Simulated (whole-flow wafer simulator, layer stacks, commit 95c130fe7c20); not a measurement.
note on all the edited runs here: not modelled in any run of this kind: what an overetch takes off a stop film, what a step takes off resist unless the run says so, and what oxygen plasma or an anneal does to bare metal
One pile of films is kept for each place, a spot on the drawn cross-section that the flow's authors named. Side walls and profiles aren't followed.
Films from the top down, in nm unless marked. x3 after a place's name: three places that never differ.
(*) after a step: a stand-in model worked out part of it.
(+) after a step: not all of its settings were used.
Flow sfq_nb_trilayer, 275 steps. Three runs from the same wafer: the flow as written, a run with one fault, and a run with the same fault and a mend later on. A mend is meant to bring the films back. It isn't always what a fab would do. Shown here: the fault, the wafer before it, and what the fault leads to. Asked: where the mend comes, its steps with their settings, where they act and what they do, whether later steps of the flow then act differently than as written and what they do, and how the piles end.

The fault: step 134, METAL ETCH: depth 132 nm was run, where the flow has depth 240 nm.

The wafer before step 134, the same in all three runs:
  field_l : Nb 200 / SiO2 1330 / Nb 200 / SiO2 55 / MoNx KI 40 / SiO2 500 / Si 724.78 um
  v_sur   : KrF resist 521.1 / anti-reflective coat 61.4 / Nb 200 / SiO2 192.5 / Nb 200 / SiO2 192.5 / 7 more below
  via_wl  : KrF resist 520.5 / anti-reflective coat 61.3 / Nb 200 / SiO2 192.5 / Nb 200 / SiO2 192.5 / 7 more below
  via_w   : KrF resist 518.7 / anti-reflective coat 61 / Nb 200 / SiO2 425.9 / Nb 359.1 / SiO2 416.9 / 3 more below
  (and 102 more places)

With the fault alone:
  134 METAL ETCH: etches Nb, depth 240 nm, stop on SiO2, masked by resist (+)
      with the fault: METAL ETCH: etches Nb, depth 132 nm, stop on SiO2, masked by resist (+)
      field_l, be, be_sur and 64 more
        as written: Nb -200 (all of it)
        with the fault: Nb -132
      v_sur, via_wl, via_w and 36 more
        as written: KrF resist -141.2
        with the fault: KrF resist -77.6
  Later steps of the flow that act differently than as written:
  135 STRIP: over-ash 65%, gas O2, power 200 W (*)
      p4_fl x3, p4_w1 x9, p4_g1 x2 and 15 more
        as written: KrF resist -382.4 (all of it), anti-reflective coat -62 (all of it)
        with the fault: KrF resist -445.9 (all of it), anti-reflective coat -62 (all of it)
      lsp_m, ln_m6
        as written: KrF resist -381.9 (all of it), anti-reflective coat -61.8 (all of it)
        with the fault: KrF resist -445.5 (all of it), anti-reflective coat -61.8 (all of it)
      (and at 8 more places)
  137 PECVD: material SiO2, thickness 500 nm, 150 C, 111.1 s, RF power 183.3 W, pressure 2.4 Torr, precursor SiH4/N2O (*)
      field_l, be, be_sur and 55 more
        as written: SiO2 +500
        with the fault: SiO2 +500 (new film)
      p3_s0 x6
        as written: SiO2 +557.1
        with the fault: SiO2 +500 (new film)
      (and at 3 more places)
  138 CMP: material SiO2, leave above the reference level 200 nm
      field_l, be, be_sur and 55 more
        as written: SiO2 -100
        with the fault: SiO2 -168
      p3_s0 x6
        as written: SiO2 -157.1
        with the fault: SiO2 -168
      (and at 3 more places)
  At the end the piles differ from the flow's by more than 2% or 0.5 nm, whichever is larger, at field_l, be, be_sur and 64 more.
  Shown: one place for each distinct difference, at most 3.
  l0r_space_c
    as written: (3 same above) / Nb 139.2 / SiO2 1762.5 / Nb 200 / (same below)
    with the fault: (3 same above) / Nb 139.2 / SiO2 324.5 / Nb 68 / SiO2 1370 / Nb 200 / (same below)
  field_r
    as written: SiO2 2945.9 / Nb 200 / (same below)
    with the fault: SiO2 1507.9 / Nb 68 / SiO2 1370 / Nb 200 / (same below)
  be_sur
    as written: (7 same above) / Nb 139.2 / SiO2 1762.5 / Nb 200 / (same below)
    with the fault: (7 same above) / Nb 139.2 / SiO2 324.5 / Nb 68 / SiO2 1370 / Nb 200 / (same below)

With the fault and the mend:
  The mend comes after step 134.
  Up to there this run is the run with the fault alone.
  134a METAL ETCH: etches Nb, depth 108 nm, stop on SiO2, masked by resist (+) (the flow's step 134 once more, with other settings)
      field_l, be, be_sur and 64 more
        Nb -68 (all of it)
      v_sur, via_wl, via_w and 36 more
        KrF resist -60
  No later step of the flow acts differently than as written, at any place that is followed, by more than 2% or 0.5 nm, whichever is larger.
  At the end the piles are the same as the flow's at every place that both follow.
